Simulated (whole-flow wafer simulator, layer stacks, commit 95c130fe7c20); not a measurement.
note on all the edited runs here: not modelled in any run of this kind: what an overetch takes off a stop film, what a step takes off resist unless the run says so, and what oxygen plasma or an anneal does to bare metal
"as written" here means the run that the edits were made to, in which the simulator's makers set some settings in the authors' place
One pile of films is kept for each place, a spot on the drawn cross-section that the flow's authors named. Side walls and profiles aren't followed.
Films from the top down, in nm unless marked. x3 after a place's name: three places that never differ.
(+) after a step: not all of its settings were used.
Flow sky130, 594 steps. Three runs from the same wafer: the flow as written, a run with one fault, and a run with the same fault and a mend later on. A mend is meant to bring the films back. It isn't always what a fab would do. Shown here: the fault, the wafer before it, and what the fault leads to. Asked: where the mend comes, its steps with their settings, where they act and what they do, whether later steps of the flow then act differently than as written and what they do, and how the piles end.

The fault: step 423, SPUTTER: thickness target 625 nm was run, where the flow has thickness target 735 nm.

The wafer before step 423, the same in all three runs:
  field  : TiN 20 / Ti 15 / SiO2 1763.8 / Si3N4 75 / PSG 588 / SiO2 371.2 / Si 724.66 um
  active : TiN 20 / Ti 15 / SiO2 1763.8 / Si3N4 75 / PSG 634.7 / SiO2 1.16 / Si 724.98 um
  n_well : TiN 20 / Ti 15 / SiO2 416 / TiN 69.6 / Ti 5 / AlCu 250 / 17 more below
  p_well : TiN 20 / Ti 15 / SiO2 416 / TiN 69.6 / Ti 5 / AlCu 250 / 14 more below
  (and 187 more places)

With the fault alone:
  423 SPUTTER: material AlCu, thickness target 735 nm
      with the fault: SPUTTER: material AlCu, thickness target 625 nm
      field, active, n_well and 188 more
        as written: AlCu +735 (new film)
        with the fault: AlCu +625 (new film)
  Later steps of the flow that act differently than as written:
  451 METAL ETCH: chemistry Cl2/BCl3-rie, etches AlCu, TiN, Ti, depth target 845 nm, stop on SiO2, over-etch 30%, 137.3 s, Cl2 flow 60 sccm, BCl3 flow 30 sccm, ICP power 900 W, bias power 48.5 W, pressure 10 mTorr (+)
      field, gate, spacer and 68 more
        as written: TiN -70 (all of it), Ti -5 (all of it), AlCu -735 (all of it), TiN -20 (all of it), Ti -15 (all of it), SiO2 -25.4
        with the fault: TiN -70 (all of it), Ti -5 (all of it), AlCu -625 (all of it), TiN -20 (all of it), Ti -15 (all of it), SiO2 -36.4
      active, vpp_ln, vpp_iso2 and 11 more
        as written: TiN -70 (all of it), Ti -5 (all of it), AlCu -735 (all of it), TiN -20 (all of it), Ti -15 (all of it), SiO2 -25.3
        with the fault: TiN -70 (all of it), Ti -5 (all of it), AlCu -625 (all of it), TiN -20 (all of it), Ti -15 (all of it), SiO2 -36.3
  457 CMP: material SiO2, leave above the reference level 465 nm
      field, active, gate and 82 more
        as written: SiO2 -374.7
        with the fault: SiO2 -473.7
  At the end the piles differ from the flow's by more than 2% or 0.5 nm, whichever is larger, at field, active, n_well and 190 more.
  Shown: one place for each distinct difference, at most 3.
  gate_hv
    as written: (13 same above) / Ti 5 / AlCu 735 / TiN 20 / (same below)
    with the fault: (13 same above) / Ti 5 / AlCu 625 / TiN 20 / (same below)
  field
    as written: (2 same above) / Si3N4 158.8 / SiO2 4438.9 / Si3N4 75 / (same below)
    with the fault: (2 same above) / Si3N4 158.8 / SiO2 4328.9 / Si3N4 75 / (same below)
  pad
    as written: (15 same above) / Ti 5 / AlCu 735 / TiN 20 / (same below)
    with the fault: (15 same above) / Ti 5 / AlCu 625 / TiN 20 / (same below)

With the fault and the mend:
  The mend comes after step 423.
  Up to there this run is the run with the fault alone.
  423a SPUTTER: material AlCu, thickness target 110 nm (the flow's step 423 once more, with other settings)
      field, active, n_well and 188 more
        AlCu +110
  No later step of the flow acts differently than as written at any place that is followed.
  At the end the piles are the same as the flow's at every place that both follow.
